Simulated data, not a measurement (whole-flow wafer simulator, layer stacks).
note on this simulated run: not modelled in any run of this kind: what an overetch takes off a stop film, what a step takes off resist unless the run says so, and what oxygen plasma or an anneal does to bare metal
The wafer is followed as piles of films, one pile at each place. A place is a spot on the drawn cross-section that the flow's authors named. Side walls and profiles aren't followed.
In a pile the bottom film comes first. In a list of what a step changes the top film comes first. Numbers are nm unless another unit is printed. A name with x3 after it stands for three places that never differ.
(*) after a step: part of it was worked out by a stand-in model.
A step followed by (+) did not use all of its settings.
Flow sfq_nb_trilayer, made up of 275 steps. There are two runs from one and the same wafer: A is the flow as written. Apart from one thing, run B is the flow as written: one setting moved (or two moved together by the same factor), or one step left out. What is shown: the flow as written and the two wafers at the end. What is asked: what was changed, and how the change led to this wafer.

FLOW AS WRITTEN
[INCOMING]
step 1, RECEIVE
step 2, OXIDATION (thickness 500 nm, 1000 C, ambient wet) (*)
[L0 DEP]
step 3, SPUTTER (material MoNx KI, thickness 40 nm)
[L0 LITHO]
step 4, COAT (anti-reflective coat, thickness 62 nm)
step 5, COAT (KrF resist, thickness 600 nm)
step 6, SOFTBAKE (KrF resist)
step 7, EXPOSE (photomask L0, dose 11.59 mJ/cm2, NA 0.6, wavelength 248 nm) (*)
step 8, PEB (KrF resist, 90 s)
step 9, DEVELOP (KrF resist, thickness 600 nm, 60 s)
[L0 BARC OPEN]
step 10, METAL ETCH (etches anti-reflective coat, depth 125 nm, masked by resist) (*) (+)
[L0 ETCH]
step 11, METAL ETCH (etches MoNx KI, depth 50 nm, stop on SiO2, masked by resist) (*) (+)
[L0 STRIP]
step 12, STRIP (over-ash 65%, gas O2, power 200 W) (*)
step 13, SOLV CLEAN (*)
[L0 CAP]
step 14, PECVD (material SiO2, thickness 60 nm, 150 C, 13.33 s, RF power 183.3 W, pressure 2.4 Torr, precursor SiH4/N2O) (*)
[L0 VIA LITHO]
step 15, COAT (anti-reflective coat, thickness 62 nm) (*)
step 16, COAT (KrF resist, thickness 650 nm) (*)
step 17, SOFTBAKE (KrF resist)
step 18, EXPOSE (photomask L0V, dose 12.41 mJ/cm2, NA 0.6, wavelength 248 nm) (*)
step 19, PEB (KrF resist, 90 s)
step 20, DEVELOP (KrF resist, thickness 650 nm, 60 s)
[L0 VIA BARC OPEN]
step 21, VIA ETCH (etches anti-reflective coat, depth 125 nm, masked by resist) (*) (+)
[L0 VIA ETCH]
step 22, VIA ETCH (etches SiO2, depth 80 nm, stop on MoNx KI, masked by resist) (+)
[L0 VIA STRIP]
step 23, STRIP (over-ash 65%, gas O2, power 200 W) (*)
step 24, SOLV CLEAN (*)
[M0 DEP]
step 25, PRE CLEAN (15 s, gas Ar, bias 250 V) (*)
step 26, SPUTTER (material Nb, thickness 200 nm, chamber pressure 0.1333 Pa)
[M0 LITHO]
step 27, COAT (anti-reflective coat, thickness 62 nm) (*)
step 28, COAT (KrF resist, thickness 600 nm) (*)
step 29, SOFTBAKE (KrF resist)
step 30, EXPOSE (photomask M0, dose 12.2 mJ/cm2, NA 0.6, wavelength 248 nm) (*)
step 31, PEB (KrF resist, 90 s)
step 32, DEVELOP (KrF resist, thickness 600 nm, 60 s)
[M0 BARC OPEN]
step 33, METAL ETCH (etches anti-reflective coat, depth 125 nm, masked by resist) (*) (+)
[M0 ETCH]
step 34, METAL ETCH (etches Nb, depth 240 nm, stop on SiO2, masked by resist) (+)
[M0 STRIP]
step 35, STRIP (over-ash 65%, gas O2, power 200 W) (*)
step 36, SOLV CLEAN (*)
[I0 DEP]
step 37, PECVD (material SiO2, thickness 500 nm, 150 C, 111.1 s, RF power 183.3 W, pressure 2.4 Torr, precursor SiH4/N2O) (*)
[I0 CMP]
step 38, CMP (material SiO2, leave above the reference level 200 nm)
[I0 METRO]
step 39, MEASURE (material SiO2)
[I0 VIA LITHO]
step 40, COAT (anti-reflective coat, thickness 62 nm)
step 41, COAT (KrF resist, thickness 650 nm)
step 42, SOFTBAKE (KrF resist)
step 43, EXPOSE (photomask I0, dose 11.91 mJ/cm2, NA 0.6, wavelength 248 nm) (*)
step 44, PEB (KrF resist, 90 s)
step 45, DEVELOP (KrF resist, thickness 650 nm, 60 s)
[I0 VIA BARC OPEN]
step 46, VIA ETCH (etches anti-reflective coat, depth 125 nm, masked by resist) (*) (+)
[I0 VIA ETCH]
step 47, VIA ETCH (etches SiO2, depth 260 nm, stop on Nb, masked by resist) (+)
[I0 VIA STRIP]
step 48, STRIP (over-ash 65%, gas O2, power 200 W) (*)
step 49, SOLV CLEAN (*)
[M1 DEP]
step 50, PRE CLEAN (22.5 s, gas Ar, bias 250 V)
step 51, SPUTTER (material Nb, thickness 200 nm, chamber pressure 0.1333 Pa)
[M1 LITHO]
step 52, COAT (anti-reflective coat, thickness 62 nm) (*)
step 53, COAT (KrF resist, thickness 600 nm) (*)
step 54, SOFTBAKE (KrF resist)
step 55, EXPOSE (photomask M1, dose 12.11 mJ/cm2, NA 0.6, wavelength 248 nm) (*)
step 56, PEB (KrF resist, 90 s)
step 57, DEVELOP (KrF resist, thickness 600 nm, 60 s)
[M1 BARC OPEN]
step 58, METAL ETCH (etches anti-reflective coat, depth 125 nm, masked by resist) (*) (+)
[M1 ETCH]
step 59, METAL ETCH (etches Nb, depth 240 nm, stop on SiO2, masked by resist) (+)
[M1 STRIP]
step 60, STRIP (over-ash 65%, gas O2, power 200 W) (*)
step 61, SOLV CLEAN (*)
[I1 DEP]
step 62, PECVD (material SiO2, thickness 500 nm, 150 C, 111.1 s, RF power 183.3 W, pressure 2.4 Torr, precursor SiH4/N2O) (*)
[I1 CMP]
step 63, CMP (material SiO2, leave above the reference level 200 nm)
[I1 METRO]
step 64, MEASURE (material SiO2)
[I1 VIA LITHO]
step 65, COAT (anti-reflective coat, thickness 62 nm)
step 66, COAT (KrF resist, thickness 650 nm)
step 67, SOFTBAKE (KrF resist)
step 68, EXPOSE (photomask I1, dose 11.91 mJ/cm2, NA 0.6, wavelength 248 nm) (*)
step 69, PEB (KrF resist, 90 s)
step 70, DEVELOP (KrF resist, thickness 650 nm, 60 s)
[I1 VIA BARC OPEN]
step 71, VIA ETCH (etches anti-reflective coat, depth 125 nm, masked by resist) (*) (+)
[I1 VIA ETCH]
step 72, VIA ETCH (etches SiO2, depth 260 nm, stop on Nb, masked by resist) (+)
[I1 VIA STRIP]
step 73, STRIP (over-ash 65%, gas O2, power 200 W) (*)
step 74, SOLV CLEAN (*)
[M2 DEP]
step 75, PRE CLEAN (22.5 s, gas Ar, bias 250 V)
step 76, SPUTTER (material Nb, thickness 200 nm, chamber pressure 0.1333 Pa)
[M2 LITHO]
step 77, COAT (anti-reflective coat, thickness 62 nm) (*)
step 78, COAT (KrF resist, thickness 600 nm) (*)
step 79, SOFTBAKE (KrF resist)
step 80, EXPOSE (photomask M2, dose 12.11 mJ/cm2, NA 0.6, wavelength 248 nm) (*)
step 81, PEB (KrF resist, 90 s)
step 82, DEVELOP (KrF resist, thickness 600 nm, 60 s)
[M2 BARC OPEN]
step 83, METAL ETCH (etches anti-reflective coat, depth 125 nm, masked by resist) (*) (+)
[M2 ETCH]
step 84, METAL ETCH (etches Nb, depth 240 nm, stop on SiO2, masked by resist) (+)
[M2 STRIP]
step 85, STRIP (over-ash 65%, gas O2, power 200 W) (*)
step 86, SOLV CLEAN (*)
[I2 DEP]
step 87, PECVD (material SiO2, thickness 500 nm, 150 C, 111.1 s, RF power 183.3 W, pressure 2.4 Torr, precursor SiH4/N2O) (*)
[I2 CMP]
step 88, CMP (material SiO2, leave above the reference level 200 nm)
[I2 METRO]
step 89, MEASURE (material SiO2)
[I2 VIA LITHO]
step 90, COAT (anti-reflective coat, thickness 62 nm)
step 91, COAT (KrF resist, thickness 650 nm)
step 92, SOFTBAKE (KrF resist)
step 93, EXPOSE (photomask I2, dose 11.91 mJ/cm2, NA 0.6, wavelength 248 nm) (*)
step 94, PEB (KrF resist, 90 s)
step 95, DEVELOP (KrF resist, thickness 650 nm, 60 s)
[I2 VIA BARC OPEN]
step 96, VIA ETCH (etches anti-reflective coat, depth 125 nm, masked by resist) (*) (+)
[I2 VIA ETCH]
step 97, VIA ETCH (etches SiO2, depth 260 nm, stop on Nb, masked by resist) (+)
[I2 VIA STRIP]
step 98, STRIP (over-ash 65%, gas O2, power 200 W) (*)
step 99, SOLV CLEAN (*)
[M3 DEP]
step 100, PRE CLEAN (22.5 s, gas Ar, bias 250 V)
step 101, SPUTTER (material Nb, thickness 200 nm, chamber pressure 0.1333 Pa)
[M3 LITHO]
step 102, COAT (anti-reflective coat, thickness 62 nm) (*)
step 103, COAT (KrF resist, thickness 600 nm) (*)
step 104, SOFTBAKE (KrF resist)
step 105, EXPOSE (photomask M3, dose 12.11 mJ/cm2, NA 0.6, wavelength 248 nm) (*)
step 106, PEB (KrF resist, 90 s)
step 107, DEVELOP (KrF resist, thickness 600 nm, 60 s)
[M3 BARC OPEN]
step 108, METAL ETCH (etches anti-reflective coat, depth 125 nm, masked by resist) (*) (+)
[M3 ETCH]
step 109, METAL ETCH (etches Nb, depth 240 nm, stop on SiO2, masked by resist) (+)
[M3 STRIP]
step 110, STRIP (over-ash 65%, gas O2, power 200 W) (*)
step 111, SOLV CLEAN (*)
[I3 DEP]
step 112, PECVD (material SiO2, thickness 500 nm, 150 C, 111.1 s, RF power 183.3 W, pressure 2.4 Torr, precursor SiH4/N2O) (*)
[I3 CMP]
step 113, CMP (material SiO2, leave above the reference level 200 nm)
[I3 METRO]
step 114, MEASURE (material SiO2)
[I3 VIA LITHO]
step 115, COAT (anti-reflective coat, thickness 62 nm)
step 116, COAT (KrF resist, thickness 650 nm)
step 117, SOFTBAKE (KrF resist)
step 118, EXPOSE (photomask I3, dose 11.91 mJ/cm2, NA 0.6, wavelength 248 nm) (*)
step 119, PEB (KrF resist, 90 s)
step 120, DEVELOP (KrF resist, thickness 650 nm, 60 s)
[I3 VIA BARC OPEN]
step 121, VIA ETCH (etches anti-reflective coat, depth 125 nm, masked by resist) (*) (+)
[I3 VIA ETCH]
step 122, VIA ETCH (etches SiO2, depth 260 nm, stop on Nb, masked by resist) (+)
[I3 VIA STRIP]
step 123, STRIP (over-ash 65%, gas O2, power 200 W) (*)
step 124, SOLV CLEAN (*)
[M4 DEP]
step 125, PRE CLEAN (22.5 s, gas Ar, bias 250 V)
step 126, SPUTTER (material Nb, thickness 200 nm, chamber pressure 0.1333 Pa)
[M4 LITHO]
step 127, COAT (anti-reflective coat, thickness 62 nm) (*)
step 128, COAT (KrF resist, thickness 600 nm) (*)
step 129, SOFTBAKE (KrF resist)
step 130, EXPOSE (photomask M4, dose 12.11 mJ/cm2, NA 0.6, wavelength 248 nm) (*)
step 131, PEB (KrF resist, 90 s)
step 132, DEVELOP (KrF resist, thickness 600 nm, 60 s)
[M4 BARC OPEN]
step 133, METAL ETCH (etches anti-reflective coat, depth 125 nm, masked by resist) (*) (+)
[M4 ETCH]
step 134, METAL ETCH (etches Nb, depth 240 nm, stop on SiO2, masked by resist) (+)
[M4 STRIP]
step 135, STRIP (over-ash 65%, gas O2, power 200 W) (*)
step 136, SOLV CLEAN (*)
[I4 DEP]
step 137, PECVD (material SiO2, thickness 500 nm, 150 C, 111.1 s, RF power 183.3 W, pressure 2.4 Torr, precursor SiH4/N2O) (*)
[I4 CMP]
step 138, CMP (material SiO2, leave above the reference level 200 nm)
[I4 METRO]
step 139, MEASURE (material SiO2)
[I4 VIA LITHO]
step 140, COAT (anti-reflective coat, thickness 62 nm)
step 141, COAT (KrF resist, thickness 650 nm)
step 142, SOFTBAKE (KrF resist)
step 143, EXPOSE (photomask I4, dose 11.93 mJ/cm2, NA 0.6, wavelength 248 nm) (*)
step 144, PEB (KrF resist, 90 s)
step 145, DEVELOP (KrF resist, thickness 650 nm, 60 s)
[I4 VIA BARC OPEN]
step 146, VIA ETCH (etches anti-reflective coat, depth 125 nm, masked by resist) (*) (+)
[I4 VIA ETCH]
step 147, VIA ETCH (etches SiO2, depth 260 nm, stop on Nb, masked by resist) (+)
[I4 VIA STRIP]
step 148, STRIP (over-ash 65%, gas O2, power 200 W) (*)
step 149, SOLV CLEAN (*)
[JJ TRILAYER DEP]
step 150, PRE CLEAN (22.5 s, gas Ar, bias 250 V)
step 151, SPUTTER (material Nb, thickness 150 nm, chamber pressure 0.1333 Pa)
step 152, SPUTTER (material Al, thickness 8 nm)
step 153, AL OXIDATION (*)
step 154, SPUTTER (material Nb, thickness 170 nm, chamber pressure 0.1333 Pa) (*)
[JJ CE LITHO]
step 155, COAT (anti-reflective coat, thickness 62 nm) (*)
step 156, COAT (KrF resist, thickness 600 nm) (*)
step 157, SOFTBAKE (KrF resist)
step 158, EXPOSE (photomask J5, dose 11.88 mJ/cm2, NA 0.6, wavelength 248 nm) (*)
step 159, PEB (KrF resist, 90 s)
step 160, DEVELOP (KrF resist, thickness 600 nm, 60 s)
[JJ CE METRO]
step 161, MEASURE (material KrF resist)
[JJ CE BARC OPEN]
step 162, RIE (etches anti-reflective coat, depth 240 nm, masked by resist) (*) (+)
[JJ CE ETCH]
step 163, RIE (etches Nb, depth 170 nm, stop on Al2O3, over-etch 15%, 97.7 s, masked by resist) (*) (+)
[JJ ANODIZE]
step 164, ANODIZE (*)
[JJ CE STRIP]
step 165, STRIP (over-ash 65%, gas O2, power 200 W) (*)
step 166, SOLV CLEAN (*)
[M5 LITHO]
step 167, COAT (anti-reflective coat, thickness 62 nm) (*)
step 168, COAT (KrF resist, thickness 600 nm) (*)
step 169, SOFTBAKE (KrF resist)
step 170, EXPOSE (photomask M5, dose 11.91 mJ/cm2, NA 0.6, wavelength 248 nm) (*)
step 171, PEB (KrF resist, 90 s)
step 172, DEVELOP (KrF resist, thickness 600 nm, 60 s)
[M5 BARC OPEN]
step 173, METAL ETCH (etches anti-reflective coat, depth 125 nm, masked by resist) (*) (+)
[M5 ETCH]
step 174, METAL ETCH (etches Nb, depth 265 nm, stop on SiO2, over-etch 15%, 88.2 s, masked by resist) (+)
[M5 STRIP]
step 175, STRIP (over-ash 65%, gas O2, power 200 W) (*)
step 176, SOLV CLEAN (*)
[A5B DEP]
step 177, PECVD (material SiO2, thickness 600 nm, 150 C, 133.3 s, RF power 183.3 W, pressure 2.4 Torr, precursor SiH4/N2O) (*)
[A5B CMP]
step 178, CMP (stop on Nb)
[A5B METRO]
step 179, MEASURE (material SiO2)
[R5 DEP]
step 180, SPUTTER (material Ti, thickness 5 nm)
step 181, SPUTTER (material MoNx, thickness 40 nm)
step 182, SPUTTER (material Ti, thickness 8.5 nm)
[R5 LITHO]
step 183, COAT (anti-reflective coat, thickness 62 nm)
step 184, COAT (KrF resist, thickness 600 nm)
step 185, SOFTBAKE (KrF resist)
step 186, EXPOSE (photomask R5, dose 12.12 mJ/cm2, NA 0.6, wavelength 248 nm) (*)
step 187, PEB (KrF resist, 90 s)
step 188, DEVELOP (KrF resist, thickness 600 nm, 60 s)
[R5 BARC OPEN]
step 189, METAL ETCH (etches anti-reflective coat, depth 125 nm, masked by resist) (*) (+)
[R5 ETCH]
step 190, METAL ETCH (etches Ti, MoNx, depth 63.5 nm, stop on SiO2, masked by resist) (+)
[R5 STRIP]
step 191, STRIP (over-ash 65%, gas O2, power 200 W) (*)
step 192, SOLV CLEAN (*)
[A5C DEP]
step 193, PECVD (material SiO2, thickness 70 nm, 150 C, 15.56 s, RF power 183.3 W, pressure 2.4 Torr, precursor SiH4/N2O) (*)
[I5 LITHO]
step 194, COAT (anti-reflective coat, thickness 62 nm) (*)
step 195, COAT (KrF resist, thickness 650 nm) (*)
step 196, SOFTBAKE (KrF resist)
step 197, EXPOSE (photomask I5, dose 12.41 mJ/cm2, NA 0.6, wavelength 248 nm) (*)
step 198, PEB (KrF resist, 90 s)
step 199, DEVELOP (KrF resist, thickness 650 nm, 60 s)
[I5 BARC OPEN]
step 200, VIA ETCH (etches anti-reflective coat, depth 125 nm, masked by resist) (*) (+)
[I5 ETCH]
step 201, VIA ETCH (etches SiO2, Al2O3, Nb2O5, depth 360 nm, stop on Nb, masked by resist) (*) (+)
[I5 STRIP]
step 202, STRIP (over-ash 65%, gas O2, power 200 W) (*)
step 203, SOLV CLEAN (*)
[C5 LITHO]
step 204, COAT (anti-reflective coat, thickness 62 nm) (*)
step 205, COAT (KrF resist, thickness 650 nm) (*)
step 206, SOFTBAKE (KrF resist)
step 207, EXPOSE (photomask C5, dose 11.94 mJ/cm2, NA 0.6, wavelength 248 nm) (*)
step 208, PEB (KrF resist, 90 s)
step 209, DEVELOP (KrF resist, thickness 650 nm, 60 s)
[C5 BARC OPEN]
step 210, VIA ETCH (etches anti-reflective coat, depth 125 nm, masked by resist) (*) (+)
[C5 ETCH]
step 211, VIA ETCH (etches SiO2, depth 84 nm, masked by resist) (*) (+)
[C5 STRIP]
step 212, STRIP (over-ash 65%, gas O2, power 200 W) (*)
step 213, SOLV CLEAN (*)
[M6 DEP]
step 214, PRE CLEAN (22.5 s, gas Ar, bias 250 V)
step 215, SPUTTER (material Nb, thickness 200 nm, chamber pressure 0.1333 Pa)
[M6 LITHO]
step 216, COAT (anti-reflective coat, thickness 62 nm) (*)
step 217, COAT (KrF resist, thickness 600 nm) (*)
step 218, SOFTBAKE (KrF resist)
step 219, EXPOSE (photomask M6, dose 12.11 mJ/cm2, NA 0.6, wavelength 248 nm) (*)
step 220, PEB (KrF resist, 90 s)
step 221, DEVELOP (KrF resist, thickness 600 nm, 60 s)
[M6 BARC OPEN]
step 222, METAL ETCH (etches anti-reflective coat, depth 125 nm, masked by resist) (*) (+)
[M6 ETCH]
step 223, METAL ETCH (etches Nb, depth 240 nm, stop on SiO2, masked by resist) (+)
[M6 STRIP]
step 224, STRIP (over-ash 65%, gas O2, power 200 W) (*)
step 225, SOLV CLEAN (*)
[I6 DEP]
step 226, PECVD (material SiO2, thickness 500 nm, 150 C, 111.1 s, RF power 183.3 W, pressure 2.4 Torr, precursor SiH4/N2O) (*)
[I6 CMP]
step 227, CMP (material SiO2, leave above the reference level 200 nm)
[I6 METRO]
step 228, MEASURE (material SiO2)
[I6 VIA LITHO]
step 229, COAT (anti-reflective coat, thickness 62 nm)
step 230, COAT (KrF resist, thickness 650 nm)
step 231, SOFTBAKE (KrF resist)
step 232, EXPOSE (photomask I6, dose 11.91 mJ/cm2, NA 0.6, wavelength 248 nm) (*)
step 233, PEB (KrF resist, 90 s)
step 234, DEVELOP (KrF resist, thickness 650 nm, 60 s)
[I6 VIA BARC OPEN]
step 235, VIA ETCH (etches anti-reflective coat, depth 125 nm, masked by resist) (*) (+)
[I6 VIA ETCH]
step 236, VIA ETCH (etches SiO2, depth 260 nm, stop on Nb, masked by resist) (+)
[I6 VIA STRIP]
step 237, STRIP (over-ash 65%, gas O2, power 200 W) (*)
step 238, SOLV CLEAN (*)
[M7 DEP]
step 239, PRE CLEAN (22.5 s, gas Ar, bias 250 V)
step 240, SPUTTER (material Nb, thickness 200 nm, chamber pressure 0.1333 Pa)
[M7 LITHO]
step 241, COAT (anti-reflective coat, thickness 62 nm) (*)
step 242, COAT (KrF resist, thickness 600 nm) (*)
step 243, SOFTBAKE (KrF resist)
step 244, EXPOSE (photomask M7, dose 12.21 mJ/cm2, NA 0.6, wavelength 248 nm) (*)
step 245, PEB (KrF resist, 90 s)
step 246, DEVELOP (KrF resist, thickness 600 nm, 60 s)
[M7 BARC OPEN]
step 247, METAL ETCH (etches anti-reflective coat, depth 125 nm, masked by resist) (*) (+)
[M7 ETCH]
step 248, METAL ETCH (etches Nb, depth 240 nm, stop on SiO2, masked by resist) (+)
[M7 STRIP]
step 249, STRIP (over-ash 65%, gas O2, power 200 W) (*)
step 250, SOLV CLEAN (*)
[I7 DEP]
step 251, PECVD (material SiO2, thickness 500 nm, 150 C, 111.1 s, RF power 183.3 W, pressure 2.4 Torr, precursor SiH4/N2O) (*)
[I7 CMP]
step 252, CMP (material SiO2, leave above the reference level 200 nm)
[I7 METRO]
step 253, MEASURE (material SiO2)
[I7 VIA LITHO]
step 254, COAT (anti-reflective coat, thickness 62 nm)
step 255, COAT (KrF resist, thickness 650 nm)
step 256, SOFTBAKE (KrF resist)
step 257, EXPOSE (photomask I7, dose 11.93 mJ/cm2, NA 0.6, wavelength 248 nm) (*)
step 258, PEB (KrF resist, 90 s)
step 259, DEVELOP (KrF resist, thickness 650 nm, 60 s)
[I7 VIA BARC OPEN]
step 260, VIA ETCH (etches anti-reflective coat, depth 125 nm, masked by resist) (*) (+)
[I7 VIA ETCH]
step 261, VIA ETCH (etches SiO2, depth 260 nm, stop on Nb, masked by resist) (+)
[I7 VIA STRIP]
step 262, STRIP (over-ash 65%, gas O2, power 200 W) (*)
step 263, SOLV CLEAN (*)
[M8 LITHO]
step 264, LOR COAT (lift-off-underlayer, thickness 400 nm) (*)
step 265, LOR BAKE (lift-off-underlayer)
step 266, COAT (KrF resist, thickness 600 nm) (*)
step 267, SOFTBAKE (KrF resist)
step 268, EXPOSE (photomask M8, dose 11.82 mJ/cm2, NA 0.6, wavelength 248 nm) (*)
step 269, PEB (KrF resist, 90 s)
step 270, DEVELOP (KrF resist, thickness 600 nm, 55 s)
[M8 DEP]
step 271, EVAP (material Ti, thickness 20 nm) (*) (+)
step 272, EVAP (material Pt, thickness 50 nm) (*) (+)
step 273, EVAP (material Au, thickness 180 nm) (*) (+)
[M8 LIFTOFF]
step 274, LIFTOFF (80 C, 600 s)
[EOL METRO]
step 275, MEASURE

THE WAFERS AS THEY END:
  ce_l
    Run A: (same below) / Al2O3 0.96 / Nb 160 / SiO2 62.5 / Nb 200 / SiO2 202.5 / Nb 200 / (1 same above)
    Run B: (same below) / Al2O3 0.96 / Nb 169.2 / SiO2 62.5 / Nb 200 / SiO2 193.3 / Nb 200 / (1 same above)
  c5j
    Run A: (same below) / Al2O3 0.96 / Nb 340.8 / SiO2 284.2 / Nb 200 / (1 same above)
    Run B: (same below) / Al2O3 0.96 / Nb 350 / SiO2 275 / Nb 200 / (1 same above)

Cause: step 190, METAL ETCH: depth 54.29 nm was run, though the flow has depth 63.5 nm.

Step by step, how the change led to this:
  step 190, METAL ETCH (etches Ti, MoNx, depth 63.5 nm, stop on SiO2, masked by resist) (+)
      be_r, r_sur, res, r_end, r5r_line_l, r5r_line_c, r5r_line_r: A KrF resist loses 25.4 | B KrF resist loses 21.7
      ce_l, c5j, ce_r, wl_jj: A Ti loses 8.5 (all of it), MoNx loses 40 (all of it), Ti loses 5 (all of it), Nb loses 10 | B Ti loses 8.5 (all of it), MoNx loses 40 (all of it), Ti loses 5 (all of it), Nb loses 0.79
  step 194, COAT (anti-reflective coat, thickness 62 nm) (*)
      wl_j_sl, wl_j_sr: A anti-reflective coat gains 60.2 (new film) | B anti-reflective coat gains 61.8 (new film)
      jj_sur: A anti-reflective coat gains 60.8 (new film) | B anti-reflective coat gains 62.5 (new film)
      (also at 5 further places)
  step 202, STRIP (over-ash 65%, gas O2, power 200 W) (*)
      wl_j_sl, wl_j_sr: A KrF resist loses 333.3 (all of it), anti-reflective coat loses 60.2 (all of it) | B KrF resist loses 333.1 (all of it), anti-reflective coat loses 61.8 (all of it)
      jj_sur: A KrF resist loses 337.2 (all of it), anti-reflective coat loses 60.8 (all of it) | B KrF resist loses 337 (all of it), anti-reflective coat loses 62.5 (all of it)
      (also at 5 further places)
  step 204, COAT (anti-reflective coat, thickness 62 nm) (*)
      wl_j_sl, wl_j_sr: A anti-reflective coat gains 60.2 (new film) | B anti-reflective coat gains 61.8 (new film)
      jj_sur: A anti-reflective coat gains 59.5 (new film) | B anti-reflective coat gains 61.1 (new film)
      (also at 5 further places)
  step 210, VIA ETCH (etches anti-reflective coat, depth 125 nm, masked by resist) (*) (+)
      c5j: A anti-reflective coat loses 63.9 (all of it), SiO2 loses 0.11 | B anti-reflective coat loses 61.6 (all of it), SiO2 loses 0.12
  step 212, STRIP (over-ash 65%, gas O2, power 200 W) (*)
      wl_j_sl, wl_j_sr: A KrF resist loses 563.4 (all of it), anti-reflective coat loses 60.2 (all of it) | B KrF resist loses 563.2 (all of it), anti-reflective coat loses 61.8 (all of it)
      jj_sur: A KrF resist loses 562 (all of it), anti-reflective coat loses 59.5 (all of it) | B KrF resist loses 561.8 (all of it), anti-reflective coat loses 61.1 (all of it)
      (also at 4 further places)
  step 216, COAT (anti-reflective coat, thickness 62 nm) (*)
      wl_j_sl, wl_j_sr: A anti-reflective coat gains 60.2 (new film) | B anti-reflective coat gains 61.8 (new film)
      jj_sur: A anti-reflective coat gains 56.1 (new film) | B anti-reflective coat gains 58.4 (new film)
      (also at 5 further places)
  step 224, STRIP (over-ash 65%, gas O2, power 200 W) (*)
      wl_j_sl, wl_j_sr: A KrF resist loses 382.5 (all of it), anti-reflective coat loses 60.2 (all of it) | B KrF resist loses 382.4 (all of it), anti-reflective coat loses 61.8 (all of it)
      jj_sur: A KrF resist loses 378.5 (all of it), anti-reflective coat loses 56.1 (all of it) | B KrF resist loses 377.9 (all of it), anti-reflective coat loses 58.4 (all of it)
      (also at 5 further places)
  step 227, CMP (material SiO2, leave above the reference level 200 nm)
      ce_l, ce_r, wl_jj: A SiO2 loses 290 | B SiO2 loses 299.2
      c5j: A SiO2 loses 223 | B SiO2 loses 232.2
